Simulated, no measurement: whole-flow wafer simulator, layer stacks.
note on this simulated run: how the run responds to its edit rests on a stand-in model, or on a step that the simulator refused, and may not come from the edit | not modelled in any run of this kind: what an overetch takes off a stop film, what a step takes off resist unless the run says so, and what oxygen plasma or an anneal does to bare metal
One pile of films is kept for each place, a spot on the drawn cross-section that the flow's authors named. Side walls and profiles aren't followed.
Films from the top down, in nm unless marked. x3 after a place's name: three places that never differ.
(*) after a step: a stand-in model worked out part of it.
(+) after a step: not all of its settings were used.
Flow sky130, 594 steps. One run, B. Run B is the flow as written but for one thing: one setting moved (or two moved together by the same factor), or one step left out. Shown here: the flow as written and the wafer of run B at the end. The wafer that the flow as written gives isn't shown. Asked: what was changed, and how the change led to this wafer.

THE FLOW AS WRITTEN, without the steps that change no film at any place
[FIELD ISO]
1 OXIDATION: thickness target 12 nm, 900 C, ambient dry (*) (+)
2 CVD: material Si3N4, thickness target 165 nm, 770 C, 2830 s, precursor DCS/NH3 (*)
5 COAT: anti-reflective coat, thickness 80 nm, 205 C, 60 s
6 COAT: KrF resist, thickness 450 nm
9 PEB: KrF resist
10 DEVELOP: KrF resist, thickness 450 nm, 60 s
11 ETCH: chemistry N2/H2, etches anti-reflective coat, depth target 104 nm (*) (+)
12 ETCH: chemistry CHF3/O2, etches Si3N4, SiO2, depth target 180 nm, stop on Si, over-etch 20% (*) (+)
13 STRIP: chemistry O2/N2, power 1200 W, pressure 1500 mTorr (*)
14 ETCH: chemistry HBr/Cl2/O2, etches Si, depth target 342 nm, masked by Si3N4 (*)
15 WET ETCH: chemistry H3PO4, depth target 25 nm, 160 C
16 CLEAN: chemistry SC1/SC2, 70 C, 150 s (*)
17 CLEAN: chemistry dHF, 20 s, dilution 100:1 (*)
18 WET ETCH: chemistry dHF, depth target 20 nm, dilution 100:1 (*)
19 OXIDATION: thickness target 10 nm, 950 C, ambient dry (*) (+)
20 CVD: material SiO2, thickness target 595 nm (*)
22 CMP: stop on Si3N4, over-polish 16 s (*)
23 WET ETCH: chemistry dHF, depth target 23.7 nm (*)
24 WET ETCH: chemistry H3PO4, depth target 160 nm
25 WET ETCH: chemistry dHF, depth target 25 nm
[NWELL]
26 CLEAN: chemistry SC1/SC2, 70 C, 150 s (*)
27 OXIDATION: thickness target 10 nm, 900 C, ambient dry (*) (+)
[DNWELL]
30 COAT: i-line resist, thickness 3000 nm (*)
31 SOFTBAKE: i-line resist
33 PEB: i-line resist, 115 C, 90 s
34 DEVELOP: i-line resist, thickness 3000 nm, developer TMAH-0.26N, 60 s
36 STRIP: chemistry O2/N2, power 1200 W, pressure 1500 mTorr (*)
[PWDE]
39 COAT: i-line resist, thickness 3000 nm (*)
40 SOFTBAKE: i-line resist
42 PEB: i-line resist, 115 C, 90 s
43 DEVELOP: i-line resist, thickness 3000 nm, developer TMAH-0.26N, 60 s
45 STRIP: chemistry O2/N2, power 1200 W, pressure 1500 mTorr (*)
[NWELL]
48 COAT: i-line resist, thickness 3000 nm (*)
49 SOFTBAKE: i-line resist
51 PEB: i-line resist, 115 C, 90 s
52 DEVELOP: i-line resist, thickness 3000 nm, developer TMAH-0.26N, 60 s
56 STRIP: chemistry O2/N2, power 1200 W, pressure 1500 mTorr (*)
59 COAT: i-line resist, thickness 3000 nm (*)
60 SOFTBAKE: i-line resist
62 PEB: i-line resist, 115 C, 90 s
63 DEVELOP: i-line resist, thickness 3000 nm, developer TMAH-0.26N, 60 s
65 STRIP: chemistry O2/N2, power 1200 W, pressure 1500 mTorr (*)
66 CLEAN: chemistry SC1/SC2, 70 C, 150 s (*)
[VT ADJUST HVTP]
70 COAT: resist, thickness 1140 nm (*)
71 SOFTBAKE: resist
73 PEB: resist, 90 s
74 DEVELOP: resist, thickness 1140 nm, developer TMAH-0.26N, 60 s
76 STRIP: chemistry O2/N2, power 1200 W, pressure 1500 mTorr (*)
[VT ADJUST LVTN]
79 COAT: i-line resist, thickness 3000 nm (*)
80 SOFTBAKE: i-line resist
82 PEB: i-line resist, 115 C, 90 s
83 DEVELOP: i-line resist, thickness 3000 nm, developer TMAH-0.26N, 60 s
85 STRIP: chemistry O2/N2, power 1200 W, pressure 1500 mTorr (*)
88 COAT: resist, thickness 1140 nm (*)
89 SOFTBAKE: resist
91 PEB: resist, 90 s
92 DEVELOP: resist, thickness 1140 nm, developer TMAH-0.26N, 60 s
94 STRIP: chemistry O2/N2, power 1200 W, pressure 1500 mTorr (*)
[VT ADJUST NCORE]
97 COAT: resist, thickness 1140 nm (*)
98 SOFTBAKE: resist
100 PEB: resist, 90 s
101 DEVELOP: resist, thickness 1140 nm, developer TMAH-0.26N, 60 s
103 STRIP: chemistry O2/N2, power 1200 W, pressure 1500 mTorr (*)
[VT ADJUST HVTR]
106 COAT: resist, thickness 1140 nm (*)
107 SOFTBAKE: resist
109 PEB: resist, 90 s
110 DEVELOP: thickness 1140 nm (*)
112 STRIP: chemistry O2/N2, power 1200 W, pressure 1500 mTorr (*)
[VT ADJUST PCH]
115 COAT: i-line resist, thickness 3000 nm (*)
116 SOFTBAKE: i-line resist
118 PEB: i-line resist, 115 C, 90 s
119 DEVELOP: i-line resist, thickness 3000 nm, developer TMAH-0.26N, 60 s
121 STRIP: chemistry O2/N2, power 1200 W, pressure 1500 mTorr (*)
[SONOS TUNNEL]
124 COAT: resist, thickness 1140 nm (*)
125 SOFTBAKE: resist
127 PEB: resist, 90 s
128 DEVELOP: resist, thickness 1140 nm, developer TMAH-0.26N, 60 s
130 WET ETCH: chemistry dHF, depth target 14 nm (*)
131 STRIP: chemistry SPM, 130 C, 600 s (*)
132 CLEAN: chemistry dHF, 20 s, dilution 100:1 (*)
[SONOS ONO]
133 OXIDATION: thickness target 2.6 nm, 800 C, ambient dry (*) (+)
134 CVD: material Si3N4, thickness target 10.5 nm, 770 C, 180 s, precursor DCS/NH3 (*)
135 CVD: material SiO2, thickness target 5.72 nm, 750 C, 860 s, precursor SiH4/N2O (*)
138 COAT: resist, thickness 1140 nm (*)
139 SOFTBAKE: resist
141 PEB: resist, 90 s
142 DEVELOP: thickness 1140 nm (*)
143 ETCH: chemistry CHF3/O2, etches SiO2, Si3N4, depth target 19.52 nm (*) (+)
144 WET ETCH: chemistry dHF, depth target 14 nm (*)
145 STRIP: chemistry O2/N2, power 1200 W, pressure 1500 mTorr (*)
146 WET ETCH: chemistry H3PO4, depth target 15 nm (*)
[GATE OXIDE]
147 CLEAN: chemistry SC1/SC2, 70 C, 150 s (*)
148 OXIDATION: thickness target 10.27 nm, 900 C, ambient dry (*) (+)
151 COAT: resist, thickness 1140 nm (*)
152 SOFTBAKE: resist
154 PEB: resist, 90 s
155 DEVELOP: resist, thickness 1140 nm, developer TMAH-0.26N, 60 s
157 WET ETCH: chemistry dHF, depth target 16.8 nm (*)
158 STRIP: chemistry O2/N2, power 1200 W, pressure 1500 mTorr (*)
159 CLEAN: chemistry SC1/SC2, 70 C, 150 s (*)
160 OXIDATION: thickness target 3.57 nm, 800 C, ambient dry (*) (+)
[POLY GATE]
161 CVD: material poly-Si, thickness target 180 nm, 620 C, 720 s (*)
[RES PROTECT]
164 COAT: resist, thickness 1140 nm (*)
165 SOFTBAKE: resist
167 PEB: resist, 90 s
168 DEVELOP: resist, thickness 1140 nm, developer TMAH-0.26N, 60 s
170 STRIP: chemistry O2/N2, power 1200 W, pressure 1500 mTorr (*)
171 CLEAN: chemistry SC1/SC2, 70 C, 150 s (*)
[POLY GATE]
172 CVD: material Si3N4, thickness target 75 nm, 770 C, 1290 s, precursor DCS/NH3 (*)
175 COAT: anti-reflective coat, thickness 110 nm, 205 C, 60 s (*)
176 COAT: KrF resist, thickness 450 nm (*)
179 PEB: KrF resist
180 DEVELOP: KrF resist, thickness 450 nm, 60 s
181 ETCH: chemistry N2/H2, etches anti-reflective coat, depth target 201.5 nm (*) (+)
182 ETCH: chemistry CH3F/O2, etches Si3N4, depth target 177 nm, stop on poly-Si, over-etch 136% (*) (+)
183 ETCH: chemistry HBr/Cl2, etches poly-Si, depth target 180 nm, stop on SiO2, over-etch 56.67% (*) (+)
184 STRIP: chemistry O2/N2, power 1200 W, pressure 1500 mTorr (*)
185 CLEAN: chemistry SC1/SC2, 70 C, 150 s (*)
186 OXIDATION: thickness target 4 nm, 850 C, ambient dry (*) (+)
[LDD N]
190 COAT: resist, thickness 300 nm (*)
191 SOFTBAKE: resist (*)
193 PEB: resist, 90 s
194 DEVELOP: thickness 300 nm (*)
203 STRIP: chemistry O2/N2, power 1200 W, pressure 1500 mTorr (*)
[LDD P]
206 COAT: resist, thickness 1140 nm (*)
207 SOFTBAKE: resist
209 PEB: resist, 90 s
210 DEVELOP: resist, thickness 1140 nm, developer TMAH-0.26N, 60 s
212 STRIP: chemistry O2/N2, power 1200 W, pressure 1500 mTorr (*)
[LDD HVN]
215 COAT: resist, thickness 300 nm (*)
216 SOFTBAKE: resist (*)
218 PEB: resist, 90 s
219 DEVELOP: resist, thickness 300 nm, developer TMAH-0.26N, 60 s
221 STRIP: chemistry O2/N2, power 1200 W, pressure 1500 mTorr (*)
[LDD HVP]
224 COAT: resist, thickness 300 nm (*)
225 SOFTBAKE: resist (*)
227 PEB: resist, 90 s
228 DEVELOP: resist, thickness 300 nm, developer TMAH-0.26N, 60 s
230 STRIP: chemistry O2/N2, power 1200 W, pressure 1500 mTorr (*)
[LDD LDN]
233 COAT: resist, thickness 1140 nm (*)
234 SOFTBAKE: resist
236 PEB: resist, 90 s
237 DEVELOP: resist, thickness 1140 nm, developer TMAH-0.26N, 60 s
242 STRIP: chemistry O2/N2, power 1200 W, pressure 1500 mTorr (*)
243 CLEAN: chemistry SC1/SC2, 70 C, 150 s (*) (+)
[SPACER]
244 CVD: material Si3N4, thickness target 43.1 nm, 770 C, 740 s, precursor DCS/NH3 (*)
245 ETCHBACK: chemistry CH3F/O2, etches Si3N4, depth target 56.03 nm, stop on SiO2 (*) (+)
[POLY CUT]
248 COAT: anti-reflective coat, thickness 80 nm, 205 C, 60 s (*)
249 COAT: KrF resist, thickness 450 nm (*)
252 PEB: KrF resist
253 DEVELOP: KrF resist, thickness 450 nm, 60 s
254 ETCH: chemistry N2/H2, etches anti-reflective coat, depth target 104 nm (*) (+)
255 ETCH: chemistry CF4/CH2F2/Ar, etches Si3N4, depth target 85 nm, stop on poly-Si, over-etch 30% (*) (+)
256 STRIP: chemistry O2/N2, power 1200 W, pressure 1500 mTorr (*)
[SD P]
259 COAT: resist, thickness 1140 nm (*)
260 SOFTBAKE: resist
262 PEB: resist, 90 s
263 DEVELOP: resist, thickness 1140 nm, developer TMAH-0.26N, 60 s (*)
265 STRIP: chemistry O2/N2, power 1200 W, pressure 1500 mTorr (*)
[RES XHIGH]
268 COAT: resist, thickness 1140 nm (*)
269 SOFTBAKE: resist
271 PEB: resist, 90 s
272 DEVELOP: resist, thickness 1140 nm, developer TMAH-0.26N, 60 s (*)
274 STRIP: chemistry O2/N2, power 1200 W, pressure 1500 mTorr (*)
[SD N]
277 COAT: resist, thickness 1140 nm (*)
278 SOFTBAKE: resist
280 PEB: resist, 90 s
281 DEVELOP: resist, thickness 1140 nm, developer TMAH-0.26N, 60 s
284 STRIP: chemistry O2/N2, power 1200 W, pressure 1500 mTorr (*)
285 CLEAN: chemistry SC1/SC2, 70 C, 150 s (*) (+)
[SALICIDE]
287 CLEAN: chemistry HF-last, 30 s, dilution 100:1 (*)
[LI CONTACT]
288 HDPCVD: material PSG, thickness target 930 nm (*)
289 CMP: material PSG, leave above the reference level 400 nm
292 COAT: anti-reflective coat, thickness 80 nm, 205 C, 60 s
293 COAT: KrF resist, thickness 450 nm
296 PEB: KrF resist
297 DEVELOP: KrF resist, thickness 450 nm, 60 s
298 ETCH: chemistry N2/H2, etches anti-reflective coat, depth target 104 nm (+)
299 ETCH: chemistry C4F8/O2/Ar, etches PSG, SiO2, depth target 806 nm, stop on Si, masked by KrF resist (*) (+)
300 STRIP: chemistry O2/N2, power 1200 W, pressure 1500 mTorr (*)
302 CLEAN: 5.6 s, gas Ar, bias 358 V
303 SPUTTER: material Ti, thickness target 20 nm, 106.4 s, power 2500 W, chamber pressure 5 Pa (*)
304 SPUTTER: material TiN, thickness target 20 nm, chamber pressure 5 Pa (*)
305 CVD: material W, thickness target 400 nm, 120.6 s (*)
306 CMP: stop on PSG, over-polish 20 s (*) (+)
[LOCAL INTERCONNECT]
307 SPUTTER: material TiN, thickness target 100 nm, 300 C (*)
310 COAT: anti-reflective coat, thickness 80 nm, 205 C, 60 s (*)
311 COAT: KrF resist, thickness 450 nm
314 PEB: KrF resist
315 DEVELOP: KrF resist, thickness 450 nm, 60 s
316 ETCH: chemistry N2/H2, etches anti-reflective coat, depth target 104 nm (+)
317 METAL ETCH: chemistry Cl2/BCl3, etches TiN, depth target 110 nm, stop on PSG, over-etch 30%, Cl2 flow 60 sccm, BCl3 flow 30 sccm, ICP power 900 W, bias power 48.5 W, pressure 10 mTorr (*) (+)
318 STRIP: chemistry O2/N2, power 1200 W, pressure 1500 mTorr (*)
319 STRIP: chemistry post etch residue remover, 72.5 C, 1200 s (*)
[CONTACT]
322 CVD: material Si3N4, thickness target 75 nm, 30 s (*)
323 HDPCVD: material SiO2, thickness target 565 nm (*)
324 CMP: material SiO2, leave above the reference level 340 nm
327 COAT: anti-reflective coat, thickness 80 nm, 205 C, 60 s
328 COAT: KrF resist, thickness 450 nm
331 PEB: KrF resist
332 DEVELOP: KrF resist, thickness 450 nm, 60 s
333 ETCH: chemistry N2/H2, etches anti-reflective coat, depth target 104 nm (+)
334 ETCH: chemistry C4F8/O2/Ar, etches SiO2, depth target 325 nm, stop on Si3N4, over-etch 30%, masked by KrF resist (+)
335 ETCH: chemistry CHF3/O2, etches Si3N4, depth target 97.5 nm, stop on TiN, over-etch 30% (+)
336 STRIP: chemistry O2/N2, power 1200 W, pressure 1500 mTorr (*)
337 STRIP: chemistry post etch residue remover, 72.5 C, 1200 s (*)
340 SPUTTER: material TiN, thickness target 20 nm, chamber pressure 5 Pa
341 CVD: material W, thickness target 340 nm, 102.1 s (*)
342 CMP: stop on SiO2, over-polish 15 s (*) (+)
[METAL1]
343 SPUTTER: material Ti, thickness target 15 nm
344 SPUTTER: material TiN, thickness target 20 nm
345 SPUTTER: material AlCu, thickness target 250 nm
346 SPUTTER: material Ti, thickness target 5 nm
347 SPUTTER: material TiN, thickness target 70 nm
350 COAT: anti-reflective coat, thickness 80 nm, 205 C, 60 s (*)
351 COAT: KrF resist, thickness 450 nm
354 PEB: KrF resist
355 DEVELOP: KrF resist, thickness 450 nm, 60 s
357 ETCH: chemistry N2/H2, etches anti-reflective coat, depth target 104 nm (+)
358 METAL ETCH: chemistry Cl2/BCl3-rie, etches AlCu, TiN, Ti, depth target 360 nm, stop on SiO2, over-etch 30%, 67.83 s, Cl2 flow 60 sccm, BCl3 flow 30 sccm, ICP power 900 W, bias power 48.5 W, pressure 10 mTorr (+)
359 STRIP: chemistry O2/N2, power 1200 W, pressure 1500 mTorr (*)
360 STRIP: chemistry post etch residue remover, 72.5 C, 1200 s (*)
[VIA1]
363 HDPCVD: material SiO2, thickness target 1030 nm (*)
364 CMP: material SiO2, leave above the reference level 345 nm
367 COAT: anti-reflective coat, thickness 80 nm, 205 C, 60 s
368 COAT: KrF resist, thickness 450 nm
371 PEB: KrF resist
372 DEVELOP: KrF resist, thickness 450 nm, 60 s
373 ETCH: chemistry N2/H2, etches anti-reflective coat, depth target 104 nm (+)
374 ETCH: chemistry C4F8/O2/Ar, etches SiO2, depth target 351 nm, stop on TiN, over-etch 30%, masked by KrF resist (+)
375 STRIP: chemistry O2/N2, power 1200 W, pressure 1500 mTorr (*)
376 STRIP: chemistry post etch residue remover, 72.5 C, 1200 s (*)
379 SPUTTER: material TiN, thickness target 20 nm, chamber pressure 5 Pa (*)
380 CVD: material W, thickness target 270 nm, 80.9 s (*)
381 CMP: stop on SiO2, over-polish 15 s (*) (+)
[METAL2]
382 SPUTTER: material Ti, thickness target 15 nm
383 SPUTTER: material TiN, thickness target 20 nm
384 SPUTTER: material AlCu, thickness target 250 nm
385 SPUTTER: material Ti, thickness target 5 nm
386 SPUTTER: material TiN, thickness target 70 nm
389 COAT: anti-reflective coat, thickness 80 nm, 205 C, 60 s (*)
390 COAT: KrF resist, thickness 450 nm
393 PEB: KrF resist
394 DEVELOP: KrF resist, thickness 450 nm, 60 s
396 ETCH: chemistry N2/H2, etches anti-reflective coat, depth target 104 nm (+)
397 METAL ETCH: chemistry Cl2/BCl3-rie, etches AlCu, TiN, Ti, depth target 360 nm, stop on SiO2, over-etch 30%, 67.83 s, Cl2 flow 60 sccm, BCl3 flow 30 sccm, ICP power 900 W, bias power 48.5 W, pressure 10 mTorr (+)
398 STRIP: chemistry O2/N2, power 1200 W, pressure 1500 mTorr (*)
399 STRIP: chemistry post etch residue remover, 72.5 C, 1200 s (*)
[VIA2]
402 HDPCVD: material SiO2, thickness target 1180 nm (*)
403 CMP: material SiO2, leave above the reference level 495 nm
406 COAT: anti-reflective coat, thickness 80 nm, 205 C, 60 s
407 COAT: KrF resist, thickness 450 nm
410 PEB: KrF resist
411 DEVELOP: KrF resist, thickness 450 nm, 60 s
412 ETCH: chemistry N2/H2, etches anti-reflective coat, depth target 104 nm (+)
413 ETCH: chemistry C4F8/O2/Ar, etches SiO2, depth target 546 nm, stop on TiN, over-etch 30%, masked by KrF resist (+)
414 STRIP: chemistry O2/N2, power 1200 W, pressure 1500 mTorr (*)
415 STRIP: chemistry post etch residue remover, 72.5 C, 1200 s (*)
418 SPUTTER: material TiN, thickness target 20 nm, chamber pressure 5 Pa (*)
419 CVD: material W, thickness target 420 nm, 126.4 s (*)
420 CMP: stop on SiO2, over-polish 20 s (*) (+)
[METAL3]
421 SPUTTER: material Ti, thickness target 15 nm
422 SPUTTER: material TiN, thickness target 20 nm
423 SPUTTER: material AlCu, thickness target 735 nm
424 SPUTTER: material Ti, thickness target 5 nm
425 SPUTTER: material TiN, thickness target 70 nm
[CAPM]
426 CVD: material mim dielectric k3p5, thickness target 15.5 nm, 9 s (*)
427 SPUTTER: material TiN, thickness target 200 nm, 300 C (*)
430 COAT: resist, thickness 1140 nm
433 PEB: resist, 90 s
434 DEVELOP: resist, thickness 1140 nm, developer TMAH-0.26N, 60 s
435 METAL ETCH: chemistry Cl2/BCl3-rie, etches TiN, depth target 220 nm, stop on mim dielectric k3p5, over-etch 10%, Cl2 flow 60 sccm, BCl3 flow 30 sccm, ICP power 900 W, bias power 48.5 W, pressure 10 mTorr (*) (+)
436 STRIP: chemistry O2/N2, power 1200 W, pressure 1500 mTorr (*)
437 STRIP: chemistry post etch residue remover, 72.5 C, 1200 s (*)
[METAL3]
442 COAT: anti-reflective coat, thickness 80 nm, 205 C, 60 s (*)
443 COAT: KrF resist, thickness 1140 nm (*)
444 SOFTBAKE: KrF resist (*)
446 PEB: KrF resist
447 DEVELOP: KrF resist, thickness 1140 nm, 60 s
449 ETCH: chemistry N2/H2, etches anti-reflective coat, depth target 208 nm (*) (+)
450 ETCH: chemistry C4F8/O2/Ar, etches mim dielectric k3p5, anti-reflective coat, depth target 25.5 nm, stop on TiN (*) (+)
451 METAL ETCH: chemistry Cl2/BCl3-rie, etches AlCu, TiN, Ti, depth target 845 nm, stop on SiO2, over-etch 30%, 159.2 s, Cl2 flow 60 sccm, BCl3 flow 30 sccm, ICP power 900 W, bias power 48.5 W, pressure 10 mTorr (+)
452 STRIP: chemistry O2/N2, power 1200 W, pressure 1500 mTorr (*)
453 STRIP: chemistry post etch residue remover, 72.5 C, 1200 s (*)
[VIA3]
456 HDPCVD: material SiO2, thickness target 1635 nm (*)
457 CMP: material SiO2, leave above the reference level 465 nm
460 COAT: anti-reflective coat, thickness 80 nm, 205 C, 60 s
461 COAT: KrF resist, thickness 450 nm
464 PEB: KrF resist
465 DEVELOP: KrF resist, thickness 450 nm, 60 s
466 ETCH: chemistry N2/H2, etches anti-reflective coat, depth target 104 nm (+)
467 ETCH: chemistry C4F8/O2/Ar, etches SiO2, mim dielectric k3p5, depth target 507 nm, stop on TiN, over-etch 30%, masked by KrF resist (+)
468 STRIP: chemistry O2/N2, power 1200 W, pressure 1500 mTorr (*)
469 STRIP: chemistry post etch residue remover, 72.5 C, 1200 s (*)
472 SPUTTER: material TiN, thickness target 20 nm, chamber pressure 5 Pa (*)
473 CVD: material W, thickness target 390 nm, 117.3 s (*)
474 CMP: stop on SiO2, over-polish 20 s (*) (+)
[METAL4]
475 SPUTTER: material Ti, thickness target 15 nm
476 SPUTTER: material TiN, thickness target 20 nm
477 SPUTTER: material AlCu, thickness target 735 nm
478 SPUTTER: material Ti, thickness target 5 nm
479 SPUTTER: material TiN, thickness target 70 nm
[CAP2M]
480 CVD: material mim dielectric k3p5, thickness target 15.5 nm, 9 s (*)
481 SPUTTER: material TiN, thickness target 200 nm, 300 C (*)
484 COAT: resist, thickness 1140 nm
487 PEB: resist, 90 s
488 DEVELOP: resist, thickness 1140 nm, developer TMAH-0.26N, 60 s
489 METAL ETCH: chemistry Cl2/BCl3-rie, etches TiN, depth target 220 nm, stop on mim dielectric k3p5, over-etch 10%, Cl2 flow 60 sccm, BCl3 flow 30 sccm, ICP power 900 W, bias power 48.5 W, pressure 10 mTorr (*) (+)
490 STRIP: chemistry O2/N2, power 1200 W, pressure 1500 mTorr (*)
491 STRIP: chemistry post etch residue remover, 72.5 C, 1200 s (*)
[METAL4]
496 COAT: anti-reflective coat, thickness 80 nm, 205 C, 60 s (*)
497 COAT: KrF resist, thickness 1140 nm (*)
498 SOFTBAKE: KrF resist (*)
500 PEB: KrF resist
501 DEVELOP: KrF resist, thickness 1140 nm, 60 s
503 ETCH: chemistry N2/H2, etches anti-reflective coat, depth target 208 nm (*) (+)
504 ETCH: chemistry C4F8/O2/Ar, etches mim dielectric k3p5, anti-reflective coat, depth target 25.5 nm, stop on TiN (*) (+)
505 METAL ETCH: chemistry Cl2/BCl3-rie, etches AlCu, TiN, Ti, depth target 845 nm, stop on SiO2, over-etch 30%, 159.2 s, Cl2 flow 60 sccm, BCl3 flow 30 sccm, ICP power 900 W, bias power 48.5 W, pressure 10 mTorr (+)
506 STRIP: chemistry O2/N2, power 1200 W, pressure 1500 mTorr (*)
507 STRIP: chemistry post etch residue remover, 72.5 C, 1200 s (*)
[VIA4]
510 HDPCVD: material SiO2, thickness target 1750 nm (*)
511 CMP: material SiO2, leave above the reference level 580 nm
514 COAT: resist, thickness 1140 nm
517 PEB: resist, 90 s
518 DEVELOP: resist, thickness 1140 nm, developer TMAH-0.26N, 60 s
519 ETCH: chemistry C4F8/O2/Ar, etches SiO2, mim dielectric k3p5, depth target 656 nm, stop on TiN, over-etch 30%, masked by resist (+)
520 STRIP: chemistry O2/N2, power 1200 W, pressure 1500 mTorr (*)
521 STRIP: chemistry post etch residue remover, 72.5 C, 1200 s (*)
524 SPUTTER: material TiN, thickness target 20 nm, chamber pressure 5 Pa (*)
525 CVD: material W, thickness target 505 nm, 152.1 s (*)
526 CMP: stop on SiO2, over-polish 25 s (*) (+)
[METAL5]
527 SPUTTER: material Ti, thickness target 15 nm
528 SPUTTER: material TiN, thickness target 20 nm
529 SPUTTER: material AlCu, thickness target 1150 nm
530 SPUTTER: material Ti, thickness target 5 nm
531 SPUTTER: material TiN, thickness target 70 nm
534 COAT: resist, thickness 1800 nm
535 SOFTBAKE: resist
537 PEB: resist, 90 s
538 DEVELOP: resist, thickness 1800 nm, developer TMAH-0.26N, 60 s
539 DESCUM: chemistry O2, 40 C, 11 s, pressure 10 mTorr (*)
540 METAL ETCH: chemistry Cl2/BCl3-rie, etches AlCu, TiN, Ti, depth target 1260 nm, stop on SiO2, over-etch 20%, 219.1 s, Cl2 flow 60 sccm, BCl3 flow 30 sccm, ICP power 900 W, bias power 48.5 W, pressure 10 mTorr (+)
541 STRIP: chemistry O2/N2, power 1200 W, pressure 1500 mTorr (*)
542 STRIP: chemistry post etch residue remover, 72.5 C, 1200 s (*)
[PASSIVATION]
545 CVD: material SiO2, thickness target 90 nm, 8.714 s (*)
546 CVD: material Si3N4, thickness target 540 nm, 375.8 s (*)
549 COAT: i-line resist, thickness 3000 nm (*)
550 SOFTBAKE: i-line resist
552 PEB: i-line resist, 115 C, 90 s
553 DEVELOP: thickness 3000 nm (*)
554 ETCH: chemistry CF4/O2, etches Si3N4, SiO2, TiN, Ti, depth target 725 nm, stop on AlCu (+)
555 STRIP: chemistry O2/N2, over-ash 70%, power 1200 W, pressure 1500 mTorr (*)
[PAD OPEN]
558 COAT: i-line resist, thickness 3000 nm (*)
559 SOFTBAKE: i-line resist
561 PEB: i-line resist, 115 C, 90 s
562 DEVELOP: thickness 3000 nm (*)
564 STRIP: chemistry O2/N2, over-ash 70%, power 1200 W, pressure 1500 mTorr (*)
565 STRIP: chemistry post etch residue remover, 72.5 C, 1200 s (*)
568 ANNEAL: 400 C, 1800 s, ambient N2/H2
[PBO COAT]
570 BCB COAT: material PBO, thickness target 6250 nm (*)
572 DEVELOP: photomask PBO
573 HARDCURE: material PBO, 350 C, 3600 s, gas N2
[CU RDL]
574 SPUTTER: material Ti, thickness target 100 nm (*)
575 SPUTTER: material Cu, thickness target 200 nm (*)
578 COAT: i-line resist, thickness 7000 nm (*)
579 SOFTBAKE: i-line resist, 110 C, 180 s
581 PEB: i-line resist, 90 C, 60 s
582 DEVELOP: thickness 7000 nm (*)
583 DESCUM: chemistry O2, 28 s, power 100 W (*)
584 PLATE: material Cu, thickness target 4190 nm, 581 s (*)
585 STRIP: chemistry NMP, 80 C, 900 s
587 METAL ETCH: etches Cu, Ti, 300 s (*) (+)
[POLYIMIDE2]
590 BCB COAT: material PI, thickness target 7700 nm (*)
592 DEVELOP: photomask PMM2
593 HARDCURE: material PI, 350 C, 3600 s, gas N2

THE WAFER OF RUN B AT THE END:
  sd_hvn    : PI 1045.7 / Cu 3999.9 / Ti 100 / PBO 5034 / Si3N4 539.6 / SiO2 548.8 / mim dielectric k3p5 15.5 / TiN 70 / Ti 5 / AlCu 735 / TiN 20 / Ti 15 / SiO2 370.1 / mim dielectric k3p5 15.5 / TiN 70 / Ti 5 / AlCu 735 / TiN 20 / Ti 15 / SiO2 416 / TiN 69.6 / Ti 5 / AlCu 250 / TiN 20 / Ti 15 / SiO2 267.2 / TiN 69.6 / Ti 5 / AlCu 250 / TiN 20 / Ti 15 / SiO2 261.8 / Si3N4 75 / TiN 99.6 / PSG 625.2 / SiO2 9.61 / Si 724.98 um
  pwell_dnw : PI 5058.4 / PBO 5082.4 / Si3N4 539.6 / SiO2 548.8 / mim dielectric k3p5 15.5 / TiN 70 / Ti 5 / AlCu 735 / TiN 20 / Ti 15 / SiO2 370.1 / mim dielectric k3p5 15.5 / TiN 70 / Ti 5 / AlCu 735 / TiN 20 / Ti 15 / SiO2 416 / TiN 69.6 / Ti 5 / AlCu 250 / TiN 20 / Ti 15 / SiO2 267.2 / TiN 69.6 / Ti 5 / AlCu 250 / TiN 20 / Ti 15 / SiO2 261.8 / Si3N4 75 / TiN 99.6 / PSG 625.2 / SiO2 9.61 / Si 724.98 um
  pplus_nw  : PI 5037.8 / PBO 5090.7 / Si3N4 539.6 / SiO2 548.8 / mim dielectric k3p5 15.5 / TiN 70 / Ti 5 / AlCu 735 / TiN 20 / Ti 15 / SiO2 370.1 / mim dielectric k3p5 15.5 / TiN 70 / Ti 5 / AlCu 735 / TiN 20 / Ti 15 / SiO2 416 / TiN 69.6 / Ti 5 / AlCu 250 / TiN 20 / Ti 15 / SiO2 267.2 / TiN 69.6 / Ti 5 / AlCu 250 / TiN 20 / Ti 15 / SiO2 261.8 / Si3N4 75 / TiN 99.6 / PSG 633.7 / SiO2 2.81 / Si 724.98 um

The cause: step 185, CLEAN: chemistry SC1/SC2, 70 C, 150 s (*), was left out.

How the change led to this, step by step:
  186 OXIDATION: thickness target 4 nm, 850 C, ambient dry (*) (+)
      active, p_well, spacer and 26 more: SiO2 +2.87, Si -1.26 (as written it would be: SiO2 +1.55, Si -0.68)
      pwell_dnw, sd_hvn, dext_ntap_nw and 17 more: SiO2 +2.23, Si -0.98 (as written it would be: SiO2 +1.12, Si -0.49)
      (and at 1 more place)
  248 COAT: anti-reflective coat, thickness 80 nm, 205 C, 60 s (*)
      gate_p_g5v0: anti-reflective coat +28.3 (new film) (as written it would be: anti-reflective coat +27.6 (new film))
  256 STRIP: chemistry O2/N2, power 1200 W, pressure 1500 mTorr (*)
      gate_p_g5v0: KrF resist -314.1 (all of it), anti-reflective coat -28.3 (all of it) (as written it would be: KrF resist -314.3 (all of it), anti-reflective coat -27.6 (all of it))
  299 ETCH: chemistry C4F8/O2/Ar, etches PSG, SiO2, depth target 806 nm, stop on Si, masked by KrF resist (*) (+)
      contact, ndiff_licon, ndiff_licon_cpp: PSG -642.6 (all of it), SiO2 -2.81 (all of it) (as written it would be: PSG -643.6 (all of it), SiO2 -1.16 (all of it))
  303 SPUTTER: material Ti, thickness target 20 nm, 106.4 s, power 2500 W, chamber pressure 5 Pa (*)
      ndiff_licon_cpp: Ti +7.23 (new film) (as written it would be: Ti +6.53 (new film))
